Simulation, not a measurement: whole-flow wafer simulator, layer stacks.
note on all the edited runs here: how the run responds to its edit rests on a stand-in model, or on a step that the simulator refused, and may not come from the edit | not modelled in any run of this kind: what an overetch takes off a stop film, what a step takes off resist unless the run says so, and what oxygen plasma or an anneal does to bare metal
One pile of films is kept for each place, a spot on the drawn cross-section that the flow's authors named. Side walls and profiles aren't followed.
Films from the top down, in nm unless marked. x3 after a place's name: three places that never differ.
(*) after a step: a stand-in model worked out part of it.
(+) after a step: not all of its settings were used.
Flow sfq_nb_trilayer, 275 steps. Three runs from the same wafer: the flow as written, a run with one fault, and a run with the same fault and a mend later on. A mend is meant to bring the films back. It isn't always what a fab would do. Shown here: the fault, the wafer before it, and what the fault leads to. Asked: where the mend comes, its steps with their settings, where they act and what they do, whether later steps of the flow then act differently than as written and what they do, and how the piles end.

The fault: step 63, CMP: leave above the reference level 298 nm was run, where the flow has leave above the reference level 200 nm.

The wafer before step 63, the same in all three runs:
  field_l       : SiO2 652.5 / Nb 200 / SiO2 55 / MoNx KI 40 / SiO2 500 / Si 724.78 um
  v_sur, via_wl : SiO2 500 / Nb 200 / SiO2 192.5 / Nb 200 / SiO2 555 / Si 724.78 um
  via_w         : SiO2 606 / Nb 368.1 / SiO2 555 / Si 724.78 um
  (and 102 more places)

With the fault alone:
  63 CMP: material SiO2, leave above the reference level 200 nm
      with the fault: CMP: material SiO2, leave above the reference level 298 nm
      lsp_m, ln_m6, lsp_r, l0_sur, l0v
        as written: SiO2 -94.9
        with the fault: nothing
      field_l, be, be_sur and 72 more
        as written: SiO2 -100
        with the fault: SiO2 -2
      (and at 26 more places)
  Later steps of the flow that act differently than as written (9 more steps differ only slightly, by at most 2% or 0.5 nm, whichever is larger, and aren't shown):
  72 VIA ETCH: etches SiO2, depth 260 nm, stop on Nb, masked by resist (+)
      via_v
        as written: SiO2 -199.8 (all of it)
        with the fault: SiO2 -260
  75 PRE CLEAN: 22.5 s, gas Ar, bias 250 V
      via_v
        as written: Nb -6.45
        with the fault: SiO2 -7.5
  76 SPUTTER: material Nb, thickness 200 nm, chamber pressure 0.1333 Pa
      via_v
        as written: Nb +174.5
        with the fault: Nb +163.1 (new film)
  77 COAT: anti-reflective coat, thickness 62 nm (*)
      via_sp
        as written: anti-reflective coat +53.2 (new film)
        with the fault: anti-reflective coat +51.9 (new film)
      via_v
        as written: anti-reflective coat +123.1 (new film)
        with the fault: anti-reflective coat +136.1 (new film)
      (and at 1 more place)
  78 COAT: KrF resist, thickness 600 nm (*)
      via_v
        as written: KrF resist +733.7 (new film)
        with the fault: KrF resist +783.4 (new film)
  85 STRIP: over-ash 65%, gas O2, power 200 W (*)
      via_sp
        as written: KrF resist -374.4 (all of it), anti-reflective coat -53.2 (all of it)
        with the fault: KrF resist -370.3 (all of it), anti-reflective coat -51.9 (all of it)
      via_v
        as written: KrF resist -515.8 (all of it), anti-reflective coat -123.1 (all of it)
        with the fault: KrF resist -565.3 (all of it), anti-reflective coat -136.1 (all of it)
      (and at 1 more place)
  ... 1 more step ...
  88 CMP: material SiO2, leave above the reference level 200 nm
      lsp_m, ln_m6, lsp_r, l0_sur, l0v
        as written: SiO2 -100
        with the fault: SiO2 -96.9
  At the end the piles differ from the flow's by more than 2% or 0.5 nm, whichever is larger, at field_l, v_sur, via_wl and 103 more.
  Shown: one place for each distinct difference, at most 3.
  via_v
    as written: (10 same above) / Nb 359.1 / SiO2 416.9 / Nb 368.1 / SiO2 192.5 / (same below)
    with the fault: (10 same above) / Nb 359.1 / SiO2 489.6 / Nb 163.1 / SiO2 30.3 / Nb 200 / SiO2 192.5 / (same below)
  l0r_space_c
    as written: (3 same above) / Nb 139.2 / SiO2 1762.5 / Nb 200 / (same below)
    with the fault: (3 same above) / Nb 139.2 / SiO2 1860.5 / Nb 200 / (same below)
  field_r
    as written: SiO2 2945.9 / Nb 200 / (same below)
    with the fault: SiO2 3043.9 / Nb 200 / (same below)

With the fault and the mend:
  The mend comes after step 70.
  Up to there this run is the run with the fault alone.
  70a STRIP: over-ash 65%, gas O2, power 200 W (*)
      field_l, v_sur, via_wl and 86 more
        KrF resist -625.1 (all of it), anti-reflective coat -62 (all of it)
      c5j, ce_r, sp_r, be_r, r_sur, res, r_end
        KrF resist -625 (all of it), anti-reflective coat -62 (all of it)
      moat, field_r
        KrF resist -624.9 (all of it), anti-reflective coat -62 (all of it)
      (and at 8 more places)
  70b CMP: material SiO2, leave above the reference level 200 nm (the flow's step 63 once more)
      field_l, v_sur, via_wl and 98 more
        SiO2 -98
      lsp_m, ln_m6, lsp_r, l0_sur, l0v
        SiO2 -94.9
  70c COAT: anti-reflective coat, thickness 62 nm (the flow's step 65 once more)
      field_l, v_sur, via_wl and 103 more
        anti-reflective coat +62 (new film)
  70d COAT: KrF resist, thickness 650 nm (the flow's step 66 once more)
      field_l, v_sur, via_wl and 103 more
        KrF resist +650 (new film)
  70e SOFTBAKE: KrF resist (the flow's step 67 once more)
      changes no film at any place that is followed
  70f EXPOSE: photomask I1, dose 11.91 mJ/cm2, NA 0.6, wavelength 248 nm (*) (the flow's step 68 once more)
      changes no film at any place that is followed
  70g PEB: KrF resist, 90 s (the flow's step 69 once more)
      field_l, v_sur, via_wl and 103 more
        KrF resist -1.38
  70h DEVELOP: KrF resist, thickness 650 nm, 60 s (the flow's step 70 once more)
      field_l, v_sur, via_wl and 102 more
        KrF resist -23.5
      via_v
        KrF resist -648.6 (all of it)
  No later step of the flow acts differently than as written at any place that is followed.
  At the end the piles are the same as the flow's at every place that both follow.
